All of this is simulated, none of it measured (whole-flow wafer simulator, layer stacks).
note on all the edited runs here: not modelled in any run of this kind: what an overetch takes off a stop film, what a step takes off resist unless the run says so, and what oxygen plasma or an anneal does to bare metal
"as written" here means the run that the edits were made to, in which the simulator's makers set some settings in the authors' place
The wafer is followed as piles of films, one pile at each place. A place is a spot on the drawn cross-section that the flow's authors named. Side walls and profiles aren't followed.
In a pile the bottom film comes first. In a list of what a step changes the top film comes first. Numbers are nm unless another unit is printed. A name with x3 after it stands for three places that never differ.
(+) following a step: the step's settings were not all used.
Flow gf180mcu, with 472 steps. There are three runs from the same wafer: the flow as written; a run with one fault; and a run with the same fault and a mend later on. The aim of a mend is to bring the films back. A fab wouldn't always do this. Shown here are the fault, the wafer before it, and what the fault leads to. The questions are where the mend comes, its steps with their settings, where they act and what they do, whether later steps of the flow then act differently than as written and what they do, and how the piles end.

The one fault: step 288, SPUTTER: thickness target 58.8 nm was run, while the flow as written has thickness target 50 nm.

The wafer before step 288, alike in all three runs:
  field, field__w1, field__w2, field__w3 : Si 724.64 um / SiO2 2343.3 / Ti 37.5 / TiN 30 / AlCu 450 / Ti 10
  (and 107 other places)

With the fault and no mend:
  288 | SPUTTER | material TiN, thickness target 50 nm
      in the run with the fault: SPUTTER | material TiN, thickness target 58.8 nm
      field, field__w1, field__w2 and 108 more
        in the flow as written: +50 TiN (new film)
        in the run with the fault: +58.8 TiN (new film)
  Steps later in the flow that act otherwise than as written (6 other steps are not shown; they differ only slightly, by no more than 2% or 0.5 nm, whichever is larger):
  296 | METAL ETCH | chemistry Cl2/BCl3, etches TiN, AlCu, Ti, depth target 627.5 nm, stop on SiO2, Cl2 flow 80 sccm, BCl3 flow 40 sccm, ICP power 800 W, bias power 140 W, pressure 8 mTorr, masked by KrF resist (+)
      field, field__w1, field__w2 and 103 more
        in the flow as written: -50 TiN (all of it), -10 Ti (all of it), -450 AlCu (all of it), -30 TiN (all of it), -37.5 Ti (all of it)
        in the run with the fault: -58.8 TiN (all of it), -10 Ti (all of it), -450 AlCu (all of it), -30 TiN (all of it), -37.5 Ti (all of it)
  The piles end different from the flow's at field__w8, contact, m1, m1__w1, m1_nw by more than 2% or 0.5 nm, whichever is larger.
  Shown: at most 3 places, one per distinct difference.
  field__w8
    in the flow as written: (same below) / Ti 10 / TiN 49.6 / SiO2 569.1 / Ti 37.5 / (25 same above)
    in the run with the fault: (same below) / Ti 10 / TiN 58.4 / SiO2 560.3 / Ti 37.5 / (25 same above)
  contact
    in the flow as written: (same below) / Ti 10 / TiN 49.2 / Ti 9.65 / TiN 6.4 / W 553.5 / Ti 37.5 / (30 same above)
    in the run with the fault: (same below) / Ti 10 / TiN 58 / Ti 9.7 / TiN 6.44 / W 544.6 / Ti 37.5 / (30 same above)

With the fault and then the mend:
  The mend follows step 288.
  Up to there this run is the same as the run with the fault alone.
  288a | METAL ETCH | chemistry Cl2/BCl3, etches TiN, AlCu, Ti, depth target 8.8 nm, Cl2 flow 80 sccm, BCl3 flow 40 sccm, ICP power 800 W, bias power 140 W, pressure 8 mTorr (the flow's step 260, run once more with other settings)
      field, field__w1, field__w2 and 108 more
        -8.8 TiN
  Every later step of the flow that is run acts as written at every place that is followed.
  By the end, the piles equal the flow's at every place that both follow.
